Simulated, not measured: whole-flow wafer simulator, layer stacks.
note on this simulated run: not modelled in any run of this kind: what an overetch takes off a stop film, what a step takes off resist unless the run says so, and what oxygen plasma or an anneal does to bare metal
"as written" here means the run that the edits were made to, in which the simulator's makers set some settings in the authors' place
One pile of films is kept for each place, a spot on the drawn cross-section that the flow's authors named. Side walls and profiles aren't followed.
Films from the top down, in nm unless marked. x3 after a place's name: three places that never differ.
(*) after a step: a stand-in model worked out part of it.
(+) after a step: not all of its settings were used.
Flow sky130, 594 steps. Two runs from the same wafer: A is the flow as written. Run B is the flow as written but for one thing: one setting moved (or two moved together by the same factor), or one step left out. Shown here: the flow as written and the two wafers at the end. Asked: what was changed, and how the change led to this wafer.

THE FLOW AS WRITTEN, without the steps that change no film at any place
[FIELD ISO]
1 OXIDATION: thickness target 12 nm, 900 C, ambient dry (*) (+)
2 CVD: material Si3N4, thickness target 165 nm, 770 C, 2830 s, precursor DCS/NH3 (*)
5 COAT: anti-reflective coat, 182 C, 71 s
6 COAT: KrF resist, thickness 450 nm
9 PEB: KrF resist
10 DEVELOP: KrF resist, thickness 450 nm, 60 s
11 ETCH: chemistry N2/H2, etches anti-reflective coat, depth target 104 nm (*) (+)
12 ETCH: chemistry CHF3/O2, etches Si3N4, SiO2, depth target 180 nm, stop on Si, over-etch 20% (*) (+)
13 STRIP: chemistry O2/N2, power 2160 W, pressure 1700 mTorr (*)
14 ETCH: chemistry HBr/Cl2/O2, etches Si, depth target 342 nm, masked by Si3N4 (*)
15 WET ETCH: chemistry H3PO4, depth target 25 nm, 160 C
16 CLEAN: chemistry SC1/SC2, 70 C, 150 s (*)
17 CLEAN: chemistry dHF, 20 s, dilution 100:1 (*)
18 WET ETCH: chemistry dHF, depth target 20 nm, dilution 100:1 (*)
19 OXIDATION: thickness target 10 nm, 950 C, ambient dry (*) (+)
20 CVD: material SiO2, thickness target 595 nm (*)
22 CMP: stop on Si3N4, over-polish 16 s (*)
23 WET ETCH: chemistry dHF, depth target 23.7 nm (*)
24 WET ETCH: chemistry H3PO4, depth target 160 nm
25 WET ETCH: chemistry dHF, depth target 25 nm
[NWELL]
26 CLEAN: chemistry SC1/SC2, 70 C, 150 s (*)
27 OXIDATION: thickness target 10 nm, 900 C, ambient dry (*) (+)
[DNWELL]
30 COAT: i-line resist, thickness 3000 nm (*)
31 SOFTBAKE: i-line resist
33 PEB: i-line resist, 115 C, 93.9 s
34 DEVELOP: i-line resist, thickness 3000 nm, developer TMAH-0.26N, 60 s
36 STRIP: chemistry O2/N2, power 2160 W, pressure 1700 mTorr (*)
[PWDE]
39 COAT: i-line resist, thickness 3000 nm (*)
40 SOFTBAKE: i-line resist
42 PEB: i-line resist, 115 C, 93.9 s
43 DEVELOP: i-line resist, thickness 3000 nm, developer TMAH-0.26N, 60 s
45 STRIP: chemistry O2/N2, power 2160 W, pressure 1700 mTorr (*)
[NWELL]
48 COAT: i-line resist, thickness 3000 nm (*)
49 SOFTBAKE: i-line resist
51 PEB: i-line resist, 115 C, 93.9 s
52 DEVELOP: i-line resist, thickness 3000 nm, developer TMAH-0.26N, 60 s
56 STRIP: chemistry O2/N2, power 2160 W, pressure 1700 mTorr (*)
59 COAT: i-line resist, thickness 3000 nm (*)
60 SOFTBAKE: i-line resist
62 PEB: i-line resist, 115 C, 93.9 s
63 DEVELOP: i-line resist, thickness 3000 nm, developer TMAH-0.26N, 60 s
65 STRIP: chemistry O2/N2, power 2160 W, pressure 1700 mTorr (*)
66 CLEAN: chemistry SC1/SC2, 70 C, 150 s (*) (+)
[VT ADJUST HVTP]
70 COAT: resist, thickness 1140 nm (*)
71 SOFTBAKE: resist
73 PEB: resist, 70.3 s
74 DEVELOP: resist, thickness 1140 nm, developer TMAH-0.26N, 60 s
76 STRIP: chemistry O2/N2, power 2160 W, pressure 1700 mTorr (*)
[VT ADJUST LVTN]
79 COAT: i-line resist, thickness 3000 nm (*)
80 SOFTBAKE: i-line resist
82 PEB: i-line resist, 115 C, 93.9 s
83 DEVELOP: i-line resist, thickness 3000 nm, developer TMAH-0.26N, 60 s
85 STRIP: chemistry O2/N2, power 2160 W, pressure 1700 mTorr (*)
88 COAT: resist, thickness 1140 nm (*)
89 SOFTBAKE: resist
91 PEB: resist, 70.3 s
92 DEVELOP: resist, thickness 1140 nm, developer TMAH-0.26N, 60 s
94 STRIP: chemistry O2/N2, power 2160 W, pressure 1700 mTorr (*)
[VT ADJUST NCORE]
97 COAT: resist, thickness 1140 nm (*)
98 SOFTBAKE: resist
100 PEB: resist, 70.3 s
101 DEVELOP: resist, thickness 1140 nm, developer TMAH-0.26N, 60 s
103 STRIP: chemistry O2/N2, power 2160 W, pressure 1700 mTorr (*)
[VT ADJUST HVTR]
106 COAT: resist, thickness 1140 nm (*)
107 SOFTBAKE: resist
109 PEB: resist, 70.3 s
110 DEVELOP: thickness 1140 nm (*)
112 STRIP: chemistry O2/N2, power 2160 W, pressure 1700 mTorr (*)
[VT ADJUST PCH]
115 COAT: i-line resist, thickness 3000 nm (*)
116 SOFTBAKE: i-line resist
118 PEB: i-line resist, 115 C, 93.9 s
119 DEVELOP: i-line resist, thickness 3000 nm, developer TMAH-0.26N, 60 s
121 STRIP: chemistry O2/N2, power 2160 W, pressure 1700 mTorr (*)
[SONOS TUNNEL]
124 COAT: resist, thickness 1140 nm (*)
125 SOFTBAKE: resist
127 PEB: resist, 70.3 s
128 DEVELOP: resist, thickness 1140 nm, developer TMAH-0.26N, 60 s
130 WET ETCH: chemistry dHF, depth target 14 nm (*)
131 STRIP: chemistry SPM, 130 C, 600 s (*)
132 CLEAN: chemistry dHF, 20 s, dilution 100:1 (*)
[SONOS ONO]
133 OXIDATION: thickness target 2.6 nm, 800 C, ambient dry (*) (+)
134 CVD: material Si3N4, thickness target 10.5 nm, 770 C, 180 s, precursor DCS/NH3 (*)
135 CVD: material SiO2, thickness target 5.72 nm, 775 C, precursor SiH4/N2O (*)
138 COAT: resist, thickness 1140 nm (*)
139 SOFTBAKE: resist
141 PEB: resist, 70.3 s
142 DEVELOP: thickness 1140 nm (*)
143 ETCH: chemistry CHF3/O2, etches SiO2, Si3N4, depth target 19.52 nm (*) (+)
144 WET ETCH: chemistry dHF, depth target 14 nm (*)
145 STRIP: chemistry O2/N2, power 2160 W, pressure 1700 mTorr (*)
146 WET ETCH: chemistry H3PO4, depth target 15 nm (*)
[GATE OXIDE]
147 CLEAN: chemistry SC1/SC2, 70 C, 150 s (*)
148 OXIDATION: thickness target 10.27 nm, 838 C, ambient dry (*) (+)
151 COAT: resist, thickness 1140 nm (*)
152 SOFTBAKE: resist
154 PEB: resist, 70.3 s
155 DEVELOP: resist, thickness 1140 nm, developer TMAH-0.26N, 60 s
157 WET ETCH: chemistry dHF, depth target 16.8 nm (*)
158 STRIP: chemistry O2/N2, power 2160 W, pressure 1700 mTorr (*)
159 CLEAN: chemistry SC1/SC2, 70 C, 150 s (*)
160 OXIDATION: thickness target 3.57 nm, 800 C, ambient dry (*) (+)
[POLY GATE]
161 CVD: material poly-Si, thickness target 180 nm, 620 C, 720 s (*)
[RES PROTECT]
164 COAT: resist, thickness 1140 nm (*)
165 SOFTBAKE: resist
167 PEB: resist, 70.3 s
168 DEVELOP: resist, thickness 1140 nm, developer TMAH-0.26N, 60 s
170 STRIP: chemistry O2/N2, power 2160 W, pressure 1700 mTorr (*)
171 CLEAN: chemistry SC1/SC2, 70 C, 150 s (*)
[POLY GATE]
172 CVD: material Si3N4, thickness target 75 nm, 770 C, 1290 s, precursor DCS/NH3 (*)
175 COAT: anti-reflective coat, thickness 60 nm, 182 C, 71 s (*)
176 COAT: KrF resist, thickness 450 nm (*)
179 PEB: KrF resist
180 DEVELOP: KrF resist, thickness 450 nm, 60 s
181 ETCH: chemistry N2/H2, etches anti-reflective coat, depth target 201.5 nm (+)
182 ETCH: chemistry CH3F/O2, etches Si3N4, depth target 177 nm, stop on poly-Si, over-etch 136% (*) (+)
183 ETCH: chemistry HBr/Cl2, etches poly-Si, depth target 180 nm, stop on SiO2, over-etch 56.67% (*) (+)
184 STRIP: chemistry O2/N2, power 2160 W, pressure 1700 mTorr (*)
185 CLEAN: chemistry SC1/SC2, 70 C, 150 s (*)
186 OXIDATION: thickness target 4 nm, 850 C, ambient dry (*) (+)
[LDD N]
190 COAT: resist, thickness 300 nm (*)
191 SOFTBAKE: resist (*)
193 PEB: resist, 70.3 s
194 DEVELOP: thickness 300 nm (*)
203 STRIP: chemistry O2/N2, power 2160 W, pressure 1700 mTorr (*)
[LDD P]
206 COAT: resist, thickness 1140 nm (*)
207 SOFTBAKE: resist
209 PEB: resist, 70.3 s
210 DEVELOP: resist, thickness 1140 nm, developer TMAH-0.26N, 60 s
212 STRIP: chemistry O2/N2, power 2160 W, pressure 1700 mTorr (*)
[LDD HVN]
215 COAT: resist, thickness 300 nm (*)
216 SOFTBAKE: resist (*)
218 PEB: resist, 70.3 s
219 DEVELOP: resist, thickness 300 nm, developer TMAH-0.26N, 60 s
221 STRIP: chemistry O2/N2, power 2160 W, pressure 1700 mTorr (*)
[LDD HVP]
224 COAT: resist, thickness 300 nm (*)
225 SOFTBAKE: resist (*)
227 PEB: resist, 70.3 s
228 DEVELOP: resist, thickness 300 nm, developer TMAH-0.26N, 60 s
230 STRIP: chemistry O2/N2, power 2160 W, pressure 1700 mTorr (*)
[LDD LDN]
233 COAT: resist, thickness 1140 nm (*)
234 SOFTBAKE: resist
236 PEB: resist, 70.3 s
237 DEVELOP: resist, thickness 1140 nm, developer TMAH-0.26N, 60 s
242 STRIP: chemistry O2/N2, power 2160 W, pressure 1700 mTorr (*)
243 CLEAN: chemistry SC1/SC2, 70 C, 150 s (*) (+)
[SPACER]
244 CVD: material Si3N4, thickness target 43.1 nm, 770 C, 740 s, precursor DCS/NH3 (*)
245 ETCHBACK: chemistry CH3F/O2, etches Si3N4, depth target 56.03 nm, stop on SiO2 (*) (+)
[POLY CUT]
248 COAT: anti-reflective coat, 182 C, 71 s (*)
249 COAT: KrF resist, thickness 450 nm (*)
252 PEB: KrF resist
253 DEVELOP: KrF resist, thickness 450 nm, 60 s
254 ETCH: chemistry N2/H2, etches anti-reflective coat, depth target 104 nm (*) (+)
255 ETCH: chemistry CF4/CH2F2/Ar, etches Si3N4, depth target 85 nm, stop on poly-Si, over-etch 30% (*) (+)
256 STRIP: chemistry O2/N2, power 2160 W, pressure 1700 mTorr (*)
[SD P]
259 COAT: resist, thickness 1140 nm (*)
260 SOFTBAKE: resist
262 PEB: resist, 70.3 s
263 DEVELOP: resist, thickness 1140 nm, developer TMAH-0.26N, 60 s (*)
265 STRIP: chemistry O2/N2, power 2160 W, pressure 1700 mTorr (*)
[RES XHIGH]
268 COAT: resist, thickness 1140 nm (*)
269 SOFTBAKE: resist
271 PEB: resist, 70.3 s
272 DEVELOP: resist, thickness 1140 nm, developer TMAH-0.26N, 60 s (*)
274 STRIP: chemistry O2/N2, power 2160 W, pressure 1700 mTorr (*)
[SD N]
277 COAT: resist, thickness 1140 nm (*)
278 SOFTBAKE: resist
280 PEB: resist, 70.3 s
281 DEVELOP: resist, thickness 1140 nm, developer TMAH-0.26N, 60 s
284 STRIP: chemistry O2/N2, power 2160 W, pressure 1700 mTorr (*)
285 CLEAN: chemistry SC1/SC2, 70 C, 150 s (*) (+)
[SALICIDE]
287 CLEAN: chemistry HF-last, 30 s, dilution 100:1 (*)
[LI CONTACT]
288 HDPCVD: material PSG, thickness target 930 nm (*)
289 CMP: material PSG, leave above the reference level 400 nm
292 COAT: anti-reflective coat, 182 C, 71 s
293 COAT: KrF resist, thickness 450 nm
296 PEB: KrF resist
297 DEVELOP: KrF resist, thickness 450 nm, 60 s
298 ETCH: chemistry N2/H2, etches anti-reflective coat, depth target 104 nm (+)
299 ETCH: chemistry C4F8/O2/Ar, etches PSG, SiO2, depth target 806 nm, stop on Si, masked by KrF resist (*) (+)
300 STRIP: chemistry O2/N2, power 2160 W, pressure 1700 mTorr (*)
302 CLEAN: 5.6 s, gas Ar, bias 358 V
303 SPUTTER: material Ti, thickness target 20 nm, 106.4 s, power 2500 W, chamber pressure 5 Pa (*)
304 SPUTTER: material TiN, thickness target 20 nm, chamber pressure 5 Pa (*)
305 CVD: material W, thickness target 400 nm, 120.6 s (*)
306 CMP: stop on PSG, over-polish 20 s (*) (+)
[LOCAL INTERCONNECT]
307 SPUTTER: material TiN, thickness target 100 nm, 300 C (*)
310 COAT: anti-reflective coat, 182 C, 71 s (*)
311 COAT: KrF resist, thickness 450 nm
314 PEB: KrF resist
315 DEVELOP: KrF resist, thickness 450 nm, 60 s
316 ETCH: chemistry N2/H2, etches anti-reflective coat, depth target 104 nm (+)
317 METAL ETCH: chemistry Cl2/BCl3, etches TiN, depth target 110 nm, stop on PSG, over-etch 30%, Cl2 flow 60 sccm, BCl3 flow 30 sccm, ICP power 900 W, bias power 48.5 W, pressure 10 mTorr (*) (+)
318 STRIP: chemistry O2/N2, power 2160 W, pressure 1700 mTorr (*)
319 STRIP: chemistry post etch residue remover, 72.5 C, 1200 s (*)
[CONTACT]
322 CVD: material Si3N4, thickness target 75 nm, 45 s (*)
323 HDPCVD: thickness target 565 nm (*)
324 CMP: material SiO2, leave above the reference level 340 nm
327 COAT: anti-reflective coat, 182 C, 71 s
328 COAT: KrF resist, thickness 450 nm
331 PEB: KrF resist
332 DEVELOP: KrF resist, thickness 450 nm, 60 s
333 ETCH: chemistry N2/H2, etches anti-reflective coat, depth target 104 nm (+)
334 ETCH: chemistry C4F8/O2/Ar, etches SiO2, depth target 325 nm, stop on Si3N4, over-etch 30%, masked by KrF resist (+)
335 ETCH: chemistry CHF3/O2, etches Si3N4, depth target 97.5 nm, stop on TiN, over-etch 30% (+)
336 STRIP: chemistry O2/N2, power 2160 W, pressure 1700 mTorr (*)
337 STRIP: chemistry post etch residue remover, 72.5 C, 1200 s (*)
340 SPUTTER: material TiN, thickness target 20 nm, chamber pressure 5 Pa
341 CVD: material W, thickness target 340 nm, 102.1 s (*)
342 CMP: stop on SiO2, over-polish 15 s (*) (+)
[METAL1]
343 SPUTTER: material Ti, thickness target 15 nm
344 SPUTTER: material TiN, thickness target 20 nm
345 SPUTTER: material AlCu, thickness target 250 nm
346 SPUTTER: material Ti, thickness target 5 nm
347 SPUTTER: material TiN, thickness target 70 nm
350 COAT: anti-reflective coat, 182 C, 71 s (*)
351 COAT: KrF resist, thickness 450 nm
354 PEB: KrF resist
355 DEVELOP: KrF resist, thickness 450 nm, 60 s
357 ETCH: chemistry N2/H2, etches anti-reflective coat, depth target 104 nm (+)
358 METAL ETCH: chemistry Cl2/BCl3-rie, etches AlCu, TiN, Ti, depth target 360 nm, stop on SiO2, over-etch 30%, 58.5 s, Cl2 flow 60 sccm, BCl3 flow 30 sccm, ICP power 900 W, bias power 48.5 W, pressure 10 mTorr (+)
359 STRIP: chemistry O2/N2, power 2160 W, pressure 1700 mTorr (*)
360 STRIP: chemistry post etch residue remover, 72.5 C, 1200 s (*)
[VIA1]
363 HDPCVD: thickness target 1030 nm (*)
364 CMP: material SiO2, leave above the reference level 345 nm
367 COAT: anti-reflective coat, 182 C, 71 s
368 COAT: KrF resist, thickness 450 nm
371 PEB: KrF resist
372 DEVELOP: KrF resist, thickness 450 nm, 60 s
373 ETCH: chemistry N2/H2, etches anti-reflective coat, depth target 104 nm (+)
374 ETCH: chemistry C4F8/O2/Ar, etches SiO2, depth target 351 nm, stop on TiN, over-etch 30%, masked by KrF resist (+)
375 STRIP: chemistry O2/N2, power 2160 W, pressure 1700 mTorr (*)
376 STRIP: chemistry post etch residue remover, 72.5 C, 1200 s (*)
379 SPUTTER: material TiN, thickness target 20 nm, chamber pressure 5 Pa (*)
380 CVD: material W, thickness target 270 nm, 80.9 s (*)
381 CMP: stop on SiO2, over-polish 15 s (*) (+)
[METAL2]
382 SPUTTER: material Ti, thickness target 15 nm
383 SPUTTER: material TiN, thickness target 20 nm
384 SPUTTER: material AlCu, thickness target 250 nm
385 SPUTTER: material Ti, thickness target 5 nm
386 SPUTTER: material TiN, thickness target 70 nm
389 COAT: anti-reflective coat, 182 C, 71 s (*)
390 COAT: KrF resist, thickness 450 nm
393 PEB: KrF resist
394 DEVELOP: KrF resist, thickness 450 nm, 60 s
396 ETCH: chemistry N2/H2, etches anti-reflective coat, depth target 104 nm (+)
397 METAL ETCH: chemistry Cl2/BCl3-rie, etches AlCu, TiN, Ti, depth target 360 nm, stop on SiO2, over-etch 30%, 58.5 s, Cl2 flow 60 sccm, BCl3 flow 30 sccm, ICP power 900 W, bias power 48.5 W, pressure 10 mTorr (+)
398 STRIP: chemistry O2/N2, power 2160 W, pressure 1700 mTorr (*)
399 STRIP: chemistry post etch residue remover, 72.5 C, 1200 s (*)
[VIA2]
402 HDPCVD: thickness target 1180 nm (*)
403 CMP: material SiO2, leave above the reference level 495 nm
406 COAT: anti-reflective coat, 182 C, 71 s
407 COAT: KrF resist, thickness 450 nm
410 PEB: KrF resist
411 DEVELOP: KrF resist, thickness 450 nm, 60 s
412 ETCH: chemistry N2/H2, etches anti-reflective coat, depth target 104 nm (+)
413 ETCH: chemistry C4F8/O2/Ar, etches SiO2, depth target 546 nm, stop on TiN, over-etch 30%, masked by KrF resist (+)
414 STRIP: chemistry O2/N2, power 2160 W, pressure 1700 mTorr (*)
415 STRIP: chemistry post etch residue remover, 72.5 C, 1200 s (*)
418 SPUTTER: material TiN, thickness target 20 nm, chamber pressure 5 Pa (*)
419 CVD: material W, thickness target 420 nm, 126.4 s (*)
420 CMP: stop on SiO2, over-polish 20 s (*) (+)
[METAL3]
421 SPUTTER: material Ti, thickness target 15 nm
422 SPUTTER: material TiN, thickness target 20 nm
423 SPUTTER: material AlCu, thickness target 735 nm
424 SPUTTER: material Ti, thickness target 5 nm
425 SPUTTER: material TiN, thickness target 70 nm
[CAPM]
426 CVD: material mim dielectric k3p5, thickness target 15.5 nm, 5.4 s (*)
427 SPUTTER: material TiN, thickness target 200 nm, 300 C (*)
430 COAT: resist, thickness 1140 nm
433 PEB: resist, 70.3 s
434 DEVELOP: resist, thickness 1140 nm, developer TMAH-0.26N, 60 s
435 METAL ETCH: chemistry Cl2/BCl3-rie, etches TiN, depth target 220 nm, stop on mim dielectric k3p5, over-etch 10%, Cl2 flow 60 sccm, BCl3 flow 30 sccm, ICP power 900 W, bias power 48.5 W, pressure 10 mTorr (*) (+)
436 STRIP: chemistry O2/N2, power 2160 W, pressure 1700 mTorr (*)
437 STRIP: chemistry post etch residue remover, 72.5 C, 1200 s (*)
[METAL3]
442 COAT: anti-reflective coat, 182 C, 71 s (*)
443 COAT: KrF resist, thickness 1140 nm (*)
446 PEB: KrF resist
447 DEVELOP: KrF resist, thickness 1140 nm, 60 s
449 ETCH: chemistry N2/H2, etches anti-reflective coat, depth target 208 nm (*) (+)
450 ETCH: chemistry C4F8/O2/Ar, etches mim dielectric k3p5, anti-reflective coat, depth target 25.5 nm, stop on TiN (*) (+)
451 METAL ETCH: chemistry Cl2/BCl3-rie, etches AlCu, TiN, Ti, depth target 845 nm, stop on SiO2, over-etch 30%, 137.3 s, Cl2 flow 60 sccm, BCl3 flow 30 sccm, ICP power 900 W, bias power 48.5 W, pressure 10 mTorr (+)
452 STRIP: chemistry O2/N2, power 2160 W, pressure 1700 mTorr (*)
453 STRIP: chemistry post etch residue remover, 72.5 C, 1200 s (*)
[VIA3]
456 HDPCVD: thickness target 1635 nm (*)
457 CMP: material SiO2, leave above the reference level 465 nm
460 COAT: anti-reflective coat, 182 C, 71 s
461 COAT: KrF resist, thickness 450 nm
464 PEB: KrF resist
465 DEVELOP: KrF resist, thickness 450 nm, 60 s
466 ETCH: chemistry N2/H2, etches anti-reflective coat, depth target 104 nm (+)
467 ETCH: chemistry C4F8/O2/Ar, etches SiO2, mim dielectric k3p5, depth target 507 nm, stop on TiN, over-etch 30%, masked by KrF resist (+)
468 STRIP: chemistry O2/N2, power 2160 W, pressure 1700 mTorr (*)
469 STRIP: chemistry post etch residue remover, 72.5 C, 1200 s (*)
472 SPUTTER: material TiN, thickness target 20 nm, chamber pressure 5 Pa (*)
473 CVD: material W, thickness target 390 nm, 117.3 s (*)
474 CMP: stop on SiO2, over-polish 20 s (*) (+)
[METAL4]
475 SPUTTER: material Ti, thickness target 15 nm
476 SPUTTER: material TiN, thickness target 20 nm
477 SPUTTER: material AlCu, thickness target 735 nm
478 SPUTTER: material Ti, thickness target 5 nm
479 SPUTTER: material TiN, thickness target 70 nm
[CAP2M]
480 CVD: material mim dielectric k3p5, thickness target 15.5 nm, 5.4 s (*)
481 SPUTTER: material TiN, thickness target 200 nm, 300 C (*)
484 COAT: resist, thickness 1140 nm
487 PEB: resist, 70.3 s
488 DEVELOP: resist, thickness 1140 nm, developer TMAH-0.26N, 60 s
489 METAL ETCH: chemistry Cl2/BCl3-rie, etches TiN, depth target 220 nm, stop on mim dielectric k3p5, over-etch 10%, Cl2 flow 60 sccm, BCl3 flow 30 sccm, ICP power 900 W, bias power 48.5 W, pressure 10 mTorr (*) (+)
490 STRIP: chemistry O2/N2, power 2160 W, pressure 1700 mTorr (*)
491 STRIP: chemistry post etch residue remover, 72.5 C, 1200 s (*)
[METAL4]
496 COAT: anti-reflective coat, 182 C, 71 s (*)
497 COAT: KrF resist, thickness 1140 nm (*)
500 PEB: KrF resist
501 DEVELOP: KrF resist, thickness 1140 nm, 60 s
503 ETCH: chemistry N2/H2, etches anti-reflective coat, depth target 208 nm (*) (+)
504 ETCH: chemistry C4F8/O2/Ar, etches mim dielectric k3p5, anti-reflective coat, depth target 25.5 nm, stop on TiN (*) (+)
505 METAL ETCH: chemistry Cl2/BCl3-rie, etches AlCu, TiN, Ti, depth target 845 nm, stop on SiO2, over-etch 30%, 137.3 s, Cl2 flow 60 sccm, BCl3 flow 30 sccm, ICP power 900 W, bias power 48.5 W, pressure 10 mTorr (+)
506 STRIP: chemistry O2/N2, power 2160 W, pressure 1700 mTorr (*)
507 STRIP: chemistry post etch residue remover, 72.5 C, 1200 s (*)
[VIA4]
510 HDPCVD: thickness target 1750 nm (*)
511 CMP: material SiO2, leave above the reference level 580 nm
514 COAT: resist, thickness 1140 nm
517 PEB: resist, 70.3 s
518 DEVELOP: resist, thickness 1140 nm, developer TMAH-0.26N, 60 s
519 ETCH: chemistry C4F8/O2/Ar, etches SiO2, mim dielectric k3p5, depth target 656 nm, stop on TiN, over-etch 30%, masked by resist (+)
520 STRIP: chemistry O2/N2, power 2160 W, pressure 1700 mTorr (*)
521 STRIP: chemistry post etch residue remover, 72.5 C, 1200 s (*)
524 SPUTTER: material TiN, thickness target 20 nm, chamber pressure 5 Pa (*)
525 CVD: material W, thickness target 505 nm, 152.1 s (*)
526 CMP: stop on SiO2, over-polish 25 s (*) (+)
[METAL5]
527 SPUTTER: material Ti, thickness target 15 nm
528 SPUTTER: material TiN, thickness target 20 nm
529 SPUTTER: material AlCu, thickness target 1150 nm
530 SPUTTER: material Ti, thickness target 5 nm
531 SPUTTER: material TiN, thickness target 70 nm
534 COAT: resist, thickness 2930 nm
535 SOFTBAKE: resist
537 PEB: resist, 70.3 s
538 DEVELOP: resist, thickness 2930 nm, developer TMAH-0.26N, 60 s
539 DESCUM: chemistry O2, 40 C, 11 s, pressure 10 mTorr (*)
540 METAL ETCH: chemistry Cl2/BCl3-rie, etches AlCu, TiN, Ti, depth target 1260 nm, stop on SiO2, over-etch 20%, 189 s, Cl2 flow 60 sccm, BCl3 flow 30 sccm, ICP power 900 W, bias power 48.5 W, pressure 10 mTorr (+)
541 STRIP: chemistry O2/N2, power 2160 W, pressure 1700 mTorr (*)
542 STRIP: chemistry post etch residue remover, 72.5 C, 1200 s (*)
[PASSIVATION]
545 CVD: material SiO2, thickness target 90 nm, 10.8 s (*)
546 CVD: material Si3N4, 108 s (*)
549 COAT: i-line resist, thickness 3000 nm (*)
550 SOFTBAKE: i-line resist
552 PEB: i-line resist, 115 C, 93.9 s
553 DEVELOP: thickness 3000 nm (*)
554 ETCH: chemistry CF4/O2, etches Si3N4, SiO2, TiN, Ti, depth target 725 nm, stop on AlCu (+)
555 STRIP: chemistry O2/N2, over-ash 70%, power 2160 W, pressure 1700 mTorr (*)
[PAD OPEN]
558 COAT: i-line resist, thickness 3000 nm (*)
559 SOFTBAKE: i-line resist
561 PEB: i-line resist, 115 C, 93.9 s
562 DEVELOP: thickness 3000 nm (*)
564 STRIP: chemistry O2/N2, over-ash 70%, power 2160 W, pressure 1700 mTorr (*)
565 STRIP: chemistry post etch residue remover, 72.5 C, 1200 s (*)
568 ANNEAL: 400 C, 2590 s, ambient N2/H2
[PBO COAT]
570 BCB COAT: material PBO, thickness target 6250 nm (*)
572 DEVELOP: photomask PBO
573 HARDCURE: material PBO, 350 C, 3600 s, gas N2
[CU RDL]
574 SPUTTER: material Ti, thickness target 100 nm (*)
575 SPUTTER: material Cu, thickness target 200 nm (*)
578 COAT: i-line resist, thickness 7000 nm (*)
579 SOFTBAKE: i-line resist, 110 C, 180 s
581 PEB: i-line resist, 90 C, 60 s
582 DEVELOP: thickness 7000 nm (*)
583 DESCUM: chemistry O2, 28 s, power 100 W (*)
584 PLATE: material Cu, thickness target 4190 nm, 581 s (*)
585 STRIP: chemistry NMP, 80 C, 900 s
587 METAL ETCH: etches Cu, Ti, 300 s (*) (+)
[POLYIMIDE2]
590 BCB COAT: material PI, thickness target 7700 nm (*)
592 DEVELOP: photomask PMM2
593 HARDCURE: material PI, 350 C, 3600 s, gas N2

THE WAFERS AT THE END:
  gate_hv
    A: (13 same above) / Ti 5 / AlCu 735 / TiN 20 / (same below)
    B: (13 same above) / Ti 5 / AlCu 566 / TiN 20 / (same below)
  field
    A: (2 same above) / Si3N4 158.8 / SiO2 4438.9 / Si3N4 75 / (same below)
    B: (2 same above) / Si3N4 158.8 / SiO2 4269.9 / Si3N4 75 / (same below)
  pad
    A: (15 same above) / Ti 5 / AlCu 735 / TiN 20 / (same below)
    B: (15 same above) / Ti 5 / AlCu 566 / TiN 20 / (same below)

The cause: step 423, SPUTTER: thickness target 566 nm was run, where the flow has thickness target 735 nm.
It can be read off the wafer: gate_hv has AlCu 566, and step 423 as written asks for 735 nm.

How the change led to this, step by step:
  423 SPUTTER: material AlCu, thickness target 735 nm
      field, active, n_well and 188 more: A AlCu +735 (new film) | B AlCu +566 (new film)
  451 METAL ETCH: chemistry Cl2/BCl3-rie, etches AlCu, TiN, Ti, depth target 845 nm, stop on SiO2, over-etch 30%, 137.3 s, Cl2 flow 60 sccm, BCl3 flow 30 sccm, ICP power 900 W, bias power 48.5 W, pressure 10 mTorr (+)
      field, gate, spacer and 65 more: A TiN -70 (all of it), Ti -5 (all of it), AlCu -735 (all of it), TiN -20 (all of it), Ti -15 (all of it), SiO2 -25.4 | B TiN -70 (all of it), Ti -5 (all of it), AlCu -566 (all of it), TiN -20 (all of it), Ti -15 (all of it), SiO2 -42.2
      active, vpp_ln, vpp_iso2 and 11 more: A TiN -70 (all of it), Ti -5 (all of it), AlCu -735 (all of it), TiN -20 (all of it), Ti -15 (all of it), SiO2 -25.3 | B TiN -70 (all of it), Ti -5 (all of it), AlCu -566 (all of it), TiN -20 (all of it), Ti -15 (all of it), SiO2 -42.2
      (and at 3 more places)
  457 CMP: material SiO2, leave above the reference level 465 nm
      field, active, gate and 82 more: A SiO2 -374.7 | B SiO2 -526.8
